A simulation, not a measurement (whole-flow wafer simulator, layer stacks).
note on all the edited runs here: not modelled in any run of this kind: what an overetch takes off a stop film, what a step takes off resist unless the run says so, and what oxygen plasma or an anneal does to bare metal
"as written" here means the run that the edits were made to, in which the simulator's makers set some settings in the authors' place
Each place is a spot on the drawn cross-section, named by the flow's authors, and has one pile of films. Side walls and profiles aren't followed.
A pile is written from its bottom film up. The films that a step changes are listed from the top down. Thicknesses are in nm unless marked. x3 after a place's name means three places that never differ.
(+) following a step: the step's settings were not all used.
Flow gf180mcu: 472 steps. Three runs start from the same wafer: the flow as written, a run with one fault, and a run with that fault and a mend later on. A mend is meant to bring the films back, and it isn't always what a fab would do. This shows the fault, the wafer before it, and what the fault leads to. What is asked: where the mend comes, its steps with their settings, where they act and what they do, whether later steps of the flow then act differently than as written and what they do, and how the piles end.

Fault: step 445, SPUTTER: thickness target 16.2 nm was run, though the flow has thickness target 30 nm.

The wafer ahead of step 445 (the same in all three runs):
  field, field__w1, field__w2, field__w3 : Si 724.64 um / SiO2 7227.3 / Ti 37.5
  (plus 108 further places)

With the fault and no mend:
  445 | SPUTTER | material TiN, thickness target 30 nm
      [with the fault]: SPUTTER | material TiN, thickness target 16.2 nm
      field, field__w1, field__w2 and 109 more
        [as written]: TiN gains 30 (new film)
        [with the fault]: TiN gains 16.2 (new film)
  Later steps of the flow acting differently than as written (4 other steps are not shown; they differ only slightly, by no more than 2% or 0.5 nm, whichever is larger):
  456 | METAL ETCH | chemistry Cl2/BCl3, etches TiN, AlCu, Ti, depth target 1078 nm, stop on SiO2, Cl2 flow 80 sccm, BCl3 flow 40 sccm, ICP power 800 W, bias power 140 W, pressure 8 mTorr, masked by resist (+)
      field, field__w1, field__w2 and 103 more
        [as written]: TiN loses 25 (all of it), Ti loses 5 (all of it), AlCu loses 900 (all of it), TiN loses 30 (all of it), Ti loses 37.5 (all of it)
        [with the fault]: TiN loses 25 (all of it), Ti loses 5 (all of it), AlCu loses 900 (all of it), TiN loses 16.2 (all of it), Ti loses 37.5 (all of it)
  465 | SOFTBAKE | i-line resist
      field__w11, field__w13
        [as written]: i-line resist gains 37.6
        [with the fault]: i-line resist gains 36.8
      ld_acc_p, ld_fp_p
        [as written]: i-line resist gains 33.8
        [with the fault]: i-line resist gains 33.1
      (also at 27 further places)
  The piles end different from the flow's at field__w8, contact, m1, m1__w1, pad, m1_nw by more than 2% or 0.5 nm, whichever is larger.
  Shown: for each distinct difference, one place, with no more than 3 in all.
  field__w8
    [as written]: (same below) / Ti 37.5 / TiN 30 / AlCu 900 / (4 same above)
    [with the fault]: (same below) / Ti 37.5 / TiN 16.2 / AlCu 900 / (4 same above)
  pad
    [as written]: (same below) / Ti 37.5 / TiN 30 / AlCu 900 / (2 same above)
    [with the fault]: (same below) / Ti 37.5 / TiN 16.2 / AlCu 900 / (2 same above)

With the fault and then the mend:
  The mend follows step 445.
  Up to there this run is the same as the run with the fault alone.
  445a | SPUTTER | material TiN, thickness target 13.8 nm (the flow's step 445, run once more with other settings)
      field, field__w1, field__w2 and 109 more
        TiN gains 13.8
  None of the later steps of the flow acts differently than as written at any place that is followed.
  The piles end the same as the flow's at every place that both follow.
